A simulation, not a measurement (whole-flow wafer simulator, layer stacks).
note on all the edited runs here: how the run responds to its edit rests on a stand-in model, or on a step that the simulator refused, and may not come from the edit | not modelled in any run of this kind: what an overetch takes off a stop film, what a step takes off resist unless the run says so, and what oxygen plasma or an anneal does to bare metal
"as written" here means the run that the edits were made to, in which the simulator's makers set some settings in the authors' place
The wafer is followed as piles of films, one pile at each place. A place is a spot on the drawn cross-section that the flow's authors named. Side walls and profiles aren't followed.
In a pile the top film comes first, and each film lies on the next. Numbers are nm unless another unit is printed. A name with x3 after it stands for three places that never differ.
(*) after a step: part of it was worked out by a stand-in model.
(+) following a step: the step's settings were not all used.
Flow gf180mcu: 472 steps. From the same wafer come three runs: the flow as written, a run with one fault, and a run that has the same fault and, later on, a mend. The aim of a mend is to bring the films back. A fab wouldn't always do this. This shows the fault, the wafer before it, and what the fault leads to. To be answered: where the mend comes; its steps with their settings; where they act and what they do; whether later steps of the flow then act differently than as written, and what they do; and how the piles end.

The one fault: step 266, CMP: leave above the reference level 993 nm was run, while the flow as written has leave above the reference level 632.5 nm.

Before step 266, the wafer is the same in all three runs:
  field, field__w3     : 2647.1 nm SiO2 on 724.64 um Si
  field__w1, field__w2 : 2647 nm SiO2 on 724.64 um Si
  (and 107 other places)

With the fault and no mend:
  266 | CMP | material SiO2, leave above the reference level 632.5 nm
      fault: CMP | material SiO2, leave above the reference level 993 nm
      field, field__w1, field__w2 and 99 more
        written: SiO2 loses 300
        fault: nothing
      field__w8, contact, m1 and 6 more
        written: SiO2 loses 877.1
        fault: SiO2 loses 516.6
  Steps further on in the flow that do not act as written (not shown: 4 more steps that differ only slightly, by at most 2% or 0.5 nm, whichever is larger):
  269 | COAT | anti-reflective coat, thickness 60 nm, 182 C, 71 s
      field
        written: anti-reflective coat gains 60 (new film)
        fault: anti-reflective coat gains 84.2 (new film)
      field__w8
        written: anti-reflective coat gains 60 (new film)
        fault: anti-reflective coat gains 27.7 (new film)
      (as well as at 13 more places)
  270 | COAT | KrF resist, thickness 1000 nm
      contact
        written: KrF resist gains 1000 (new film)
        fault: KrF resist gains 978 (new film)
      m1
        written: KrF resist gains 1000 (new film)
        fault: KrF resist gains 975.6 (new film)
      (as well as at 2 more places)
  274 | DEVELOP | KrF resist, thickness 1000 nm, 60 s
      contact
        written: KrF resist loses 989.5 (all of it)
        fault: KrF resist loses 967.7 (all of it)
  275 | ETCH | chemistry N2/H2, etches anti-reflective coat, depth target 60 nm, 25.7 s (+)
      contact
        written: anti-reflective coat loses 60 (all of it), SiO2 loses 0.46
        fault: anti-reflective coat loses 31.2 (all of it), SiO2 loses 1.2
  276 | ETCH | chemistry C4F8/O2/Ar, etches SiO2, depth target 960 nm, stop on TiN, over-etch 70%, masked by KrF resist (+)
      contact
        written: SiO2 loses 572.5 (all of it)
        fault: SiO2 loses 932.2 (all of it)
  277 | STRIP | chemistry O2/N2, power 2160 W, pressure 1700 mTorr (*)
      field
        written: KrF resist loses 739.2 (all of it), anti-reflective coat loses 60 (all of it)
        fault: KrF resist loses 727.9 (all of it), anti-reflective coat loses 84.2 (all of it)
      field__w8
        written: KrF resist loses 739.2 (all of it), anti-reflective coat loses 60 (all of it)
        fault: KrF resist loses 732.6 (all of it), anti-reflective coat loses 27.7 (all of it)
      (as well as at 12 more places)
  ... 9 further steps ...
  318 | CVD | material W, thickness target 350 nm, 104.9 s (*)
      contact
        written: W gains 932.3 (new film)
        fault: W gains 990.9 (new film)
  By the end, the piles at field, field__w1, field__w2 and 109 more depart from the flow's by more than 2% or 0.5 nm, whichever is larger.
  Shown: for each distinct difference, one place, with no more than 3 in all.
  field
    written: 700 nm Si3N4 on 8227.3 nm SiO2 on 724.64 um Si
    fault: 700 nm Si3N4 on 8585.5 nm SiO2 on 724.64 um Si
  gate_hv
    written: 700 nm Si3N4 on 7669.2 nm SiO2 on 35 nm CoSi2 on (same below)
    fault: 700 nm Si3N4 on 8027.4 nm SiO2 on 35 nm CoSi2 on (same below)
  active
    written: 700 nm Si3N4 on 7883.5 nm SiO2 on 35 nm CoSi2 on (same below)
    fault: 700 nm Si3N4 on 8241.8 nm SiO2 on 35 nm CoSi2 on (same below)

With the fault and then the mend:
  After step 274 comes the mend.
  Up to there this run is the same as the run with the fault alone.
  274a | STRIP | chemistry O2/N2, power 2160 W, pressure 1700 mTorr (*)
      iso_ptap_pw, iso_ntap_nw, iso_nw_fld and 33 more
        KrF resist loses 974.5 (all of it), anti-reflective coat loses 60 (all of it)
      field_sub, field_sub__w1, field_sub__w2 and 11 more
        KrF resist loses 975 (all of it), anti-reflective coat loses 60.2 (all of it)
      field__w2, field__w3, field__w6 and 10 more
        KrF resist loses 975.2 (all of it), anti-reflective coat loses 60.2 (all of it)
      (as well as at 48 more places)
  274b | CMP | material SiO2, leave above the reference level 632.5 nm (the flow's step 266 again)
      field, field__w1, field__w2 and 99 more
        SiO2 loses 300
      field__w8, contact, m1 and 6 more
        SiO2 loses 360.5
  274c | HMDS | 120 C, 60 s (the flow's step 268 again)
      does not change any film at any place that is followed
  274d | COAT | anti-reflective coat, thickness 60 nm, 182 C, 71 s (the flow's step 269 again)
      field, field__w1, field__w2 and 108 more
        anti-reflective coat gains 60 (new film)
  274e | COAT | KrF resist, thickness 1000 nm (the flow's step 270 again)
      field, field__w1, field__w2 and 108 more
        KrF resist gains 1000 (new film)
  274f | SOFTBAKE | KrF resist (the flow's step 271 again)
      does not change any film at any place that is followed
  274g | EXPOSE | photomask Via1 (the flow's step 272 again)
      does not change any film at any place that is followed
  274h | PEB | KrF resist, 135 C, 90 s (the flow's step 273 again)
      field, field__w1, field__w2 and 108 more
        KrF resist loses 10.5
  274i | DEVELOP | KrF resist, thickness 1000 nm, 60 s (the flow's step 274 again)
      field, field__w1, field__w2 and 107 more
        KrF resist loses 14.9
      contact
        KrF resist loses 989.5 (all of it)
  Every later step of the flow that is run acts as written at every place that is followed.
  At every place that both follow, the piles at the end match the flow's.
